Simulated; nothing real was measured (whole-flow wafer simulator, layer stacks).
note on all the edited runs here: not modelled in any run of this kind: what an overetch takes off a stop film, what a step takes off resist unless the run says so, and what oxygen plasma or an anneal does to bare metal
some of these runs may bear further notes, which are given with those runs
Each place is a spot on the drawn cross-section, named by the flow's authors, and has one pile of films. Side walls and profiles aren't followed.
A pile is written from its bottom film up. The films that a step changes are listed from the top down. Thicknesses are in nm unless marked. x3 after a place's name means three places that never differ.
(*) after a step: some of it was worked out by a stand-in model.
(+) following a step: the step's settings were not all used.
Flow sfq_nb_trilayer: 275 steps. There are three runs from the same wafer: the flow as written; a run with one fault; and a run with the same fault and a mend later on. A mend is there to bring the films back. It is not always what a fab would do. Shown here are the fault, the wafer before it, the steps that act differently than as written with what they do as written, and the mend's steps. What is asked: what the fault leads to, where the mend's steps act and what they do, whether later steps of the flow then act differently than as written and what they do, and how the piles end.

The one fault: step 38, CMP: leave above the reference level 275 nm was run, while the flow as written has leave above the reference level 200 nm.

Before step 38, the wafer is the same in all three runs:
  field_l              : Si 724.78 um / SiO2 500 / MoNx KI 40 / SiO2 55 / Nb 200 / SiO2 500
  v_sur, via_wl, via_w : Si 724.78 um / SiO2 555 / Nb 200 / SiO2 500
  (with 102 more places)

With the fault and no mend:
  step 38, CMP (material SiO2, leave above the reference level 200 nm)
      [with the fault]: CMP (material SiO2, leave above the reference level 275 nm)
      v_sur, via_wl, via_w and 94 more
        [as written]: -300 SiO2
        [with the fault]: -225 SiO2
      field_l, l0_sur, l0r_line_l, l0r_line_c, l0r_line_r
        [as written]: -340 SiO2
        [with the fault]: -265 SiO2
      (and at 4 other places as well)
  Steps later in the flow that act otherwise than as written (4 other steps are not shown; they differ only slightly, by no more than 2% or 0.5 nm, whichever is larger):
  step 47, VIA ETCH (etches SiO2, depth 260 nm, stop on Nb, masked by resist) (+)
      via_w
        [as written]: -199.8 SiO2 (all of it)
        [with the fault]: -260 SiO2
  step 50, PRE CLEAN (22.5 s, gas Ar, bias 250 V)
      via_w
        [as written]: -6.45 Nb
        [with the fault]: -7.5 SiO2
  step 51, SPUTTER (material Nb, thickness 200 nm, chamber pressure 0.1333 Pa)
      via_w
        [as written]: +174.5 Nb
        [with the fault]: +163.1 Nb (new film)
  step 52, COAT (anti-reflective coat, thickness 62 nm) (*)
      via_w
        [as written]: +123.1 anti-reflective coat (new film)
        [with the fault]: +136.1 anti-reflective coat (new film)
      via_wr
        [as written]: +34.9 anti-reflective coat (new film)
        [with the fault]: +33.2 anti-reflective coat (new film)
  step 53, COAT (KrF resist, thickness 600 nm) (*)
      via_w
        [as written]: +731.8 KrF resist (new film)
        [with the fault]: +781.6 KrF resist (new film)
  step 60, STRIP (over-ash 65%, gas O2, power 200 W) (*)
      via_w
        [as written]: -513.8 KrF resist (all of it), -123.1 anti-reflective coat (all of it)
        [with the fault]: -563.6 KrF resist (all of it), -136.1 anti-reflective coat (all of it)
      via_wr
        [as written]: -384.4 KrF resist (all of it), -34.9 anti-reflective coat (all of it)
        [with the fault]: -378.6 KrF resist (all of it), -33.2 anti-reflective coat (all of it)
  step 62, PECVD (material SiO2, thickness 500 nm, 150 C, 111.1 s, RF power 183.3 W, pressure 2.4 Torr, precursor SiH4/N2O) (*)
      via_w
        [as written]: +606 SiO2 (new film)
        [with the fault]: +678.7 SiO2 (new film)
  By the end, the piles at field_l, v_sur, via_wl and 103 more depart from the flow's by more than 2% or 0.5 nm, whichever is larger.
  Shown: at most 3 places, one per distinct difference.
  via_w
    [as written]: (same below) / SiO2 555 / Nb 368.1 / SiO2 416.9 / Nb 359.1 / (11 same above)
    [with the fault]: (same below) / SiO2 555 / Nb 200 / SiO2 7.34 / Nb 163.1 / SiO2 489.6 / Nb 359.1 / (11 same above)
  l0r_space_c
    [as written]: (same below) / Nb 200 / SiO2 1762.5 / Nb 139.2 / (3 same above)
    [with the fault]: (same below) / Nb 200 / SiO2 1837.5 / Nb 139.2 / (3 same above)
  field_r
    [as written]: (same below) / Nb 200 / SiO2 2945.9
    [with the fault]: (same below) / Nb 200 / SiO2 3020.9

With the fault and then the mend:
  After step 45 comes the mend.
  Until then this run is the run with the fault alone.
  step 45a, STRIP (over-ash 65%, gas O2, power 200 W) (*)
      field_l, v_sur, via_wl and 102 more
        -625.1 KrF resist (all of it), -62 anti-reflective coat (all of it)
      via_w
        -62 anti-reflective coat (all of it)
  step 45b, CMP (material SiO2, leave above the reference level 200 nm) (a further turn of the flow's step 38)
      field_l, v_sur, via_wl and 103 more
        -75 SiO2
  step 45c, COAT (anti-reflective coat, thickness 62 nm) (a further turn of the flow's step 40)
      field_l, v_sur, via_wl and 103 more
        +62 anti-reflective coat (new film)
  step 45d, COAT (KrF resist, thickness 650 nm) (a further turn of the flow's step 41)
      field_l, v_sur, via_wl and 103 more
        +650 KrF resist (new film)
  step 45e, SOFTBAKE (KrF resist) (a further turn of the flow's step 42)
      alters no film at any place that is followed
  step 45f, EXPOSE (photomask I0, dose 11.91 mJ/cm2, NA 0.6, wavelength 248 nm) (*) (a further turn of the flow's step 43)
      alters no film at any place that is followed
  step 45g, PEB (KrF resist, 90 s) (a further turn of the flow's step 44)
      field_l, v_sur, via_wl and 103 more
        -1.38 KrF resist
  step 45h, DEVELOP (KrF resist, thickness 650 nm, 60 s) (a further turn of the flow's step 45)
      field_l, v_sur, via_wl and 102 more
        -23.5 KrF resist
      via_w
        -648.6 KrF resist (all of it)
  None of the later steps of the flow acts differently than as written at any place that is followed.
  By the end, the piles equal the flow's at every place that both follow.
